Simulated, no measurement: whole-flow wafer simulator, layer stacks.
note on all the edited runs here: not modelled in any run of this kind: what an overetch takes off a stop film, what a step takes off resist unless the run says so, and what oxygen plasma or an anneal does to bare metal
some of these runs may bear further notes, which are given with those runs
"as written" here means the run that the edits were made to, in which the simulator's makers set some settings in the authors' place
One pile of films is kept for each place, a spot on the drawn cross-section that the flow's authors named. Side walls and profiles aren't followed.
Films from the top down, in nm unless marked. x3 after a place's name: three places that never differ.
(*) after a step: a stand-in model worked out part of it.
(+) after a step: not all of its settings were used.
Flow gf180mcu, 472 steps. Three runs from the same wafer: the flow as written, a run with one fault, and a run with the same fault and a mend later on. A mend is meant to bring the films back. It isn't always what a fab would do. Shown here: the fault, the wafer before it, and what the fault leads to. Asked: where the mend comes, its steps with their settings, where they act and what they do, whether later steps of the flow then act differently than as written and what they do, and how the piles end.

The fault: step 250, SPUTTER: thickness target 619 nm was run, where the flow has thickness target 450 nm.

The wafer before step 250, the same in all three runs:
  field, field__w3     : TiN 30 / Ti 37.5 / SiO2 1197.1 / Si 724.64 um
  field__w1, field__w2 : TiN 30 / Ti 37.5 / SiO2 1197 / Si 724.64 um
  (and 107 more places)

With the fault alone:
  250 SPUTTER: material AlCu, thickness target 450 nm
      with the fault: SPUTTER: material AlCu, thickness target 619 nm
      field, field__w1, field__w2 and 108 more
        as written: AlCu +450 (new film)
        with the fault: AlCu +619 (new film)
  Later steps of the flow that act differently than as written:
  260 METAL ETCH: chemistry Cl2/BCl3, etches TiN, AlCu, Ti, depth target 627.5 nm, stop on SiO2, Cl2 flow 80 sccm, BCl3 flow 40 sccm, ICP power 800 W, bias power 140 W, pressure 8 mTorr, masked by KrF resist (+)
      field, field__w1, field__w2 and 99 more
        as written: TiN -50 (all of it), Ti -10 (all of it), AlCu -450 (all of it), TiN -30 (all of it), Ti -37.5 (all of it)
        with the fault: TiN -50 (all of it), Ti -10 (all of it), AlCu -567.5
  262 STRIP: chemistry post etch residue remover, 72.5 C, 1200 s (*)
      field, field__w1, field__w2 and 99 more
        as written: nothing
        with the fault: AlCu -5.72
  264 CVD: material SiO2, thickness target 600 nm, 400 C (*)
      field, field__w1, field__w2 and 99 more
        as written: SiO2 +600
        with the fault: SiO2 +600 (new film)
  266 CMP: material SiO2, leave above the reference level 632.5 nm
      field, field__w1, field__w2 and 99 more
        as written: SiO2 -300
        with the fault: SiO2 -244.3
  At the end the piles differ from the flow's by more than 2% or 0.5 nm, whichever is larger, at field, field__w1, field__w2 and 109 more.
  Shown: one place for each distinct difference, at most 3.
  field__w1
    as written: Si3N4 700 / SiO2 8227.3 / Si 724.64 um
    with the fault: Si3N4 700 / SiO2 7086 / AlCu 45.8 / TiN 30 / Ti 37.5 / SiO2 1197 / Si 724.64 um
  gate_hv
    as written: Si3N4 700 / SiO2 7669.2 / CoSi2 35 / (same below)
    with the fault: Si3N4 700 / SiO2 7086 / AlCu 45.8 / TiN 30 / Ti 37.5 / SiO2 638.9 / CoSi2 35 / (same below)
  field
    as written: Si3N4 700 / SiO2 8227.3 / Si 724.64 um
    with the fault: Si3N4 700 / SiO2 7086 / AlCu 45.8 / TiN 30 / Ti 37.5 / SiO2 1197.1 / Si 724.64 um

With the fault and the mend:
  The mend comes after step 250.
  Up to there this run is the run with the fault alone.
  250a METAL ETCH: chemistry Cl2/BCl3, etches TiN, AlCu, Ti, depth target 169 nm, Cl2 flow 80 sccm, BCl3 flow 40 sccm, ICP power 800 W, bias power 140 W, pressure 8 mTorr
      field, field__w1, field__w2 and 108 more
        AlCu -169
  No later step of the flow acts differently than as written at any place that is followed.
  At the end the piles are the same as the flow's at every place that both follow.
